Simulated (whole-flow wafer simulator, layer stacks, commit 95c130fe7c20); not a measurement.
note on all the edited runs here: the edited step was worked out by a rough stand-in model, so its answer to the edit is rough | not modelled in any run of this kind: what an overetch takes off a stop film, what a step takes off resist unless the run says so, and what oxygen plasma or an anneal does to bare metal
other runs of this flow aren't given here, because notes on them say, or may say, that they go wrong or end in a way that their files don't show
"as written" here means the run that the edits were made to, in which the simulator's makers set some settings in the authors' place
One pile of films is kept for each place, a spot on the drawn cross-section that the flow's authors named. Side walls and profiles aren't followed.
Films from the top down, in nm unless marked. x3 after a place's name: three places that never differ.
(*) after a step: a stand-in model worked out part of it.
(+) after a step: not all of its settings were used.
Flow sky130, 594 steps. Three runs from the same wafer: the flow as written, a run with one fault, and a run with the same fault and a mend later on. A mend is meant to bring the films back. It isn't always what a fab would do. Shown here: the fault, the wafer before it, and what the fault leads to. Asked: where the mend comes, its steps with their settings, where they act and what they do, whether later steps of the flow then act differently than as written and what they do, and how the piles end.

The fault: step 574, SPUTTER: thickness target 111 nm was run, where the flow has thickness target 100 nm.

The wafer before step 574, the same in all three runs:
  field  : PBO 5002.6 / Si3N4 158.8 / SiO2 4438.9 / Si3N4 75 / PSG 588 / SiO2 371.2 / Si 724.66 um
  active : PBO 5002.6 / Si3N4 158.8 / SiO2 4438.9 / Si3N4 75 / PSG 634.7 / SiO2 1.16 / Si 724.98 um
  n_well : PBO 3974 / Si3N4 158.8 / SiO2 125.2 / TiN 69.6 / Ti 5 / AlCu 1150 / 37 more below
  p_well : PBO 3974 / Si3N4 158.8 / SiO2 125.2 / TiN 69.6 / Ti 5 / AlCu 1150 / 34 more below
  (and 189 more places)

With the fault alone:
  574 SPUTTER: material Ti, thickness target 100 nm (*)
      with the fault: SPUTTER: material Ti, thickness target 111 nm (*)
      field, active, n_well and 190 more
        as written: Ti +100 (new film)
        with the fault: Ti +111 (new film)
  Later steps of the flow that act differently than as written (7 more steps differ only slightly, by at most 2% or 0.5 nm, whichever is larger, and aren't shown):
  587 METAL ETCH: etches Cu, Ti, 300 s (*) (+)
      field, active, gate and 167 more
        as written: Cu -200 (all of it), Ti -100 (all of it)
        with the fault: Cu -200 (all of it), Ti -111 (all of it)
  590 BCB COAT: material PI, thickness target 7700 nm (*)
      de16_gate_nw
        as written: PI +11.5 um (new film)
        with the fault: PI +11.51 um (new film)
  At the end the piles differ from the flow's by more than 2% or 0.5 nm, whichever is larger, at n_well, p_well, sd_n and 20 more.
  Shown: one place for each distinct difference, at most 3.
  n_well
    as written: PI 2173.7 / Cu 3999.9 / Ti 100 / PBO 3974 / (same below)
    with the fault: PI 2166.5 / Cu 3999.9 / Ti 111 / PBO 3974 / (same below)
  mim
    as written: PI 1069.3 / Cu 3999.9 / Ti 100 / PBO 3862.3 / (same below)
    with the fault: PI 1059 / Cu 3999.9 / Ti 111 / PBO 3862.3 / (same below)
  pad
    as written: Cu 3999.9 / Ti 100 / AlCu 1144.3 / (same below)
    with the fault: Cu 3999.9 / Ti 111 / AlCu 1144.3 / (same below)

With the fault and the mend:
  The mend comes after step 574.
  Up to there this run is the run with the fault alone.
  574a ETCH: chemistry CF4/O2, etches Si3N4, SiO2, TiN, Ti, depth target 11 nm (the flow's step 554 once more, with other settings)
      field, active, n_well and 190 more
        Ti -11
  No later step of the flow acts differently than as written, at any place that is followed, by more than 2% or 0.5 nm, whichever is larger.
  At the end the piles are the same as the flow's at every place that both follow.
